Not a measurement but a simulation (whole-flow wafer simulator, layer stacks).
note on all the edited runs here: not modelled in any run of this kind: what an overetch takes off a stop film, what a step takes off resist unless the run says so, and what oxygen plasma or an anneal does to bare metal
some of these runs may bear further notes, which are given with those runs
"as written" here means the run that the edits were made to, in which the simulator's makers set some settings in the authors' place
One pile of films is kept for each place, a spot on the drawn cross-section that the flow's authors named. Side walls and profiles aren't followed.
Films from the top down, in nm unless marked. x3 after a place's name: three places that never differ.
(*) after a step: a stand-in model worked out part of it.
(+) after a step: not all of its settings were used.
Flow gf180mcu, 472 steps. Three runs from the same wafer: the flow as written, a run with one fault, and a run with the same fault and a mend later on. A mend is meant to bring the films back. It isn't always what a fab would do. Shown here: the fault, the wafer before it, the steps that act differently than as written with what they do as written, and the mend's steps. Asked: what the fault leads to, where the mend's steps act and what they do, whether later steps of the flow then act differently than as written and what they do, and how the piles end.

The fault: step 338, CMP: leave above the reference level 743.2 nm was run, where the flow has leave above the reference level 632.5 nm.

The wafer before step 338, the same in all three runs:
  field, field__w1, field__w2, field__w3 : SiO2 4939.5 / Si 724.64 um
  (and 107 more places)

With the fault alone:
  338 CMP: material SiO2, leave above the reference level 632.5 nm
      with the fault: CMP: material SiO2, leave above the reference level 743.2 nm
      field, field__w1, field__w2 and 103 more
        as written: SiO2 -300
        with the fault: SiO2 -189.3
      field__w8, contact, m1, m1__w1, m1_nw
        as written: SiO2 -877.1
        with the fault: SiO2 -766.4
  Later steps of the flow that act differently than as written (1 more step differs only slightly, by at most 2% or 0.5 nm, whichever is larger, and isn't shown):
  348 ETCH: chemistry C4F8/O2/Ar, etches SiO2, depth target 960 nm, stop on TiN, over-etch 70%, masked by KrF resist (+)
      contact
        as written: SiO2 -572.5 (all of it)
        with the fault: SiO2 -683.2 (all of it)
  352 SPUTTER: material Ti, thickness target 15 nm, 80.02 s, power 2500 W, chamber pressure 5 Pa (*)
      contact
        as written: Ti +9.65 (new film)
        with the fault: Ti +9.05 (new film)
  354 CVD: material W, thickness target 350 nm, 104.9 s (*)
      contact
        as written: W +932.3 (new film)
        with the fault: W +1044 (new film)
  At the end the piles differ from the flow's by more than 2% or 0.5 nm, whichever is larger, at field__w8, contact, m1, m1__w1, m1_nw.
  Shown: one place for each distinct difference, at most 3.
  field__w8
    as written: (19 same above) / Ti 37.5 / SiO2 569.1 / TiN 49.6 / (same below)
    with the fault: (19 same above) / Ti 37.5 / SiO2 679.8 / TiN 49.6 / (same below)
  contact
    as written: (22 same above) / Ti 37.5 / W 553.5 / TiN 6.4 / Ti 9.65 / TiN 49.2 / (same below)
    with the fault: (22 same above) / Ti 37.5 / W 665.2 / TiN 6 / Ti 9.05 / TiN 49.2 / (same below)

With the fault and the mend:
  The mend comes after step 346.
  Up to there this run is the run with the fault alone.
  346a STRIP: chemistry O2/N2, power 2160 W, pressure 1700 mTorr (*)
      field, field__w1, field__w2 and 107 more
        KrF resist -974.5 (all of it), anti-reflective coat -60 (all of it)
      contact
        anti-reflective coat -60 (all of it)
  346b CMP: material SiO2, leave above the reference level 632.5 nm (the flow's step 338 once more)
      field, field__w1, field__w2 and 108 more
        SiO2 -110.7
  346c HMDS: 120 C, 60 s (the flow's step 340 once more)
      changes no film at any place that is followed
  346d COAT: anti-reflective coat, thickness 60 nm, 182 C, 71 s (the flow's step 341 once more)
      field, field__w1, field__w2 and 108 more
        anti-reflective coat +60 (new film)
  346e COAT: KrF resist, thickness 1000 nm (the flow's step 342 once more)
      field, field__w1, field__w2 and 108 more
        KrF resist +1000 (new film)
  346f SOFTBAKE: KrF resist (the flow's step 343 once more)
      changes no film at any place that is followed
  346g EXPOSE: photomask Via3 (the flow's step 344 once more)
      changes no film at any place that is followed
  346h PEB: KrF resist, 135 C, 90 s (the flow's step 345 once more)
      field, field__w1, field__w2 and 108 more
        KrF resist -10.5
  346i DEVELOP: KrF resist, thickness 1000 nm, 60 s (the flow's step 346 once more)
      field, field__w1, field__w2 and 107 more
        KrF resist -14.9
      contact
        KrF resist -989.5 (all of it)
  No later step of the flow acts differently than as written at any place that is followed.
  At the end the piles are the same as the flow's at every place that both follow.
